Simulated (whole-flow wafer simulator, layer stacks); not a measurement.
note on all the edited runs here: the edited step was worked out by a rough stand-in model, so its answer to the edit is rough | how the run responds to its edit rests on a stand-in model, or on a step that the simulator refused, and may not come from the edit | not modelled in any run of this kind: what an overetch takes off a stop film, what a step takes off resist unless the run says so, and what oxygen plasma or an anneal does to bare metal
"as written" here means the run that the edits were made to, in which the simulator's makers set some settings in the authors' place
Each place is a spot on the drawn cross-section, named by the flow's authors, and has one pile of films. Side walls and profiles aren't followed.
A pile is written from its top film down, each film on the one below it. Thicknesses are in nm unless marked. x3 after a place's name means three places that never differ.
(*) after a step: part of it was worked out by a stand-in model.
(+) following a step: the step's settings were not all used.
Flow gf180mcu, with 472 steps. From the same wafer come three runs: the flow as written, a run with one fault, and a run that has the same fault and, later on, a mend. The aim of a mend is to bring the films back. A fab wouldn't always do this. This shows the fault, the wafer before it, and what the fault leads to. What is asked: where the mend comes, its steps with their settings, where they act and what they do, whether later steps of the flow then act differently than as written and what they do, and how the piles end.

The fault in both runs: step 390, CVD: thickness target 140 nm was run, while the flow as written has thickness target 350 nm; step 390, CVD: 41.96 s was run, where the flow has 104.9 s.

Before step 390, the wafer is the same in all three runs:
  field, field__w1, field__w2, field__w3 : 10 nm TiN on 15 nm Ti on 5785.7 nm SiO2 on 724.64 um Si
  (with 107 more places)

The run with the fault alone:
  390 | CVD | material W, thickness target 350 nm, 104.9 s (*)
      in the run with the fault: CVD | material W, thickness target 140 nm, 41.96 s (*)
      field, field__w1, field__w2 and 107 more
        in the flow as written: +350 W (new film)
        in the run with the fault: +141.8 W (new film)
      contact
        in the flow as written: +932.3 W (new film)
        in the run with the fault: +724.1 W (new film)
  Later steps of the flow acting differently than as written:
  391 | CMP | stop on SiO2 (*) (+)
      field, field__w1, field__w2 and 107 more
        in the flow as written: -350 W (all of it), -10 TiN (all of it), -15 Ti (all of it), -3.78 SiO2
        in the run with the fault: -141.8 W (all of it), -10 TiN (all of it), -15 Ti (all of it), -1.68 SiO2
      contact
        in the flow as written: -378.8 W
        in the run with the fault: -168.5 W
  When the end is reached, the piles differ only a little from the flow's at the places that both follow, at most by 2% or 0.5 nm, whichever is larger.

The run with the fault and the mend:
  The mend follows step 390.
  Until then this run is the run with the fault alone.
  390a | CVD | material W, thickness target 210 nm, 62.94 s (the flow's step 390, run once more with other settings)
      field, field__w1, field__w2 and 108 more
        +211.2 W
  None of the later steps of the flow differs from how it acts as written, at any place that is followed, by more than 2% or 0.5 nm, whichever is larger.
  When the end is reached, the piles differ only a little from the flow's at the places that both follow, at most by 2% or 0.5 nm, whichever is larger.
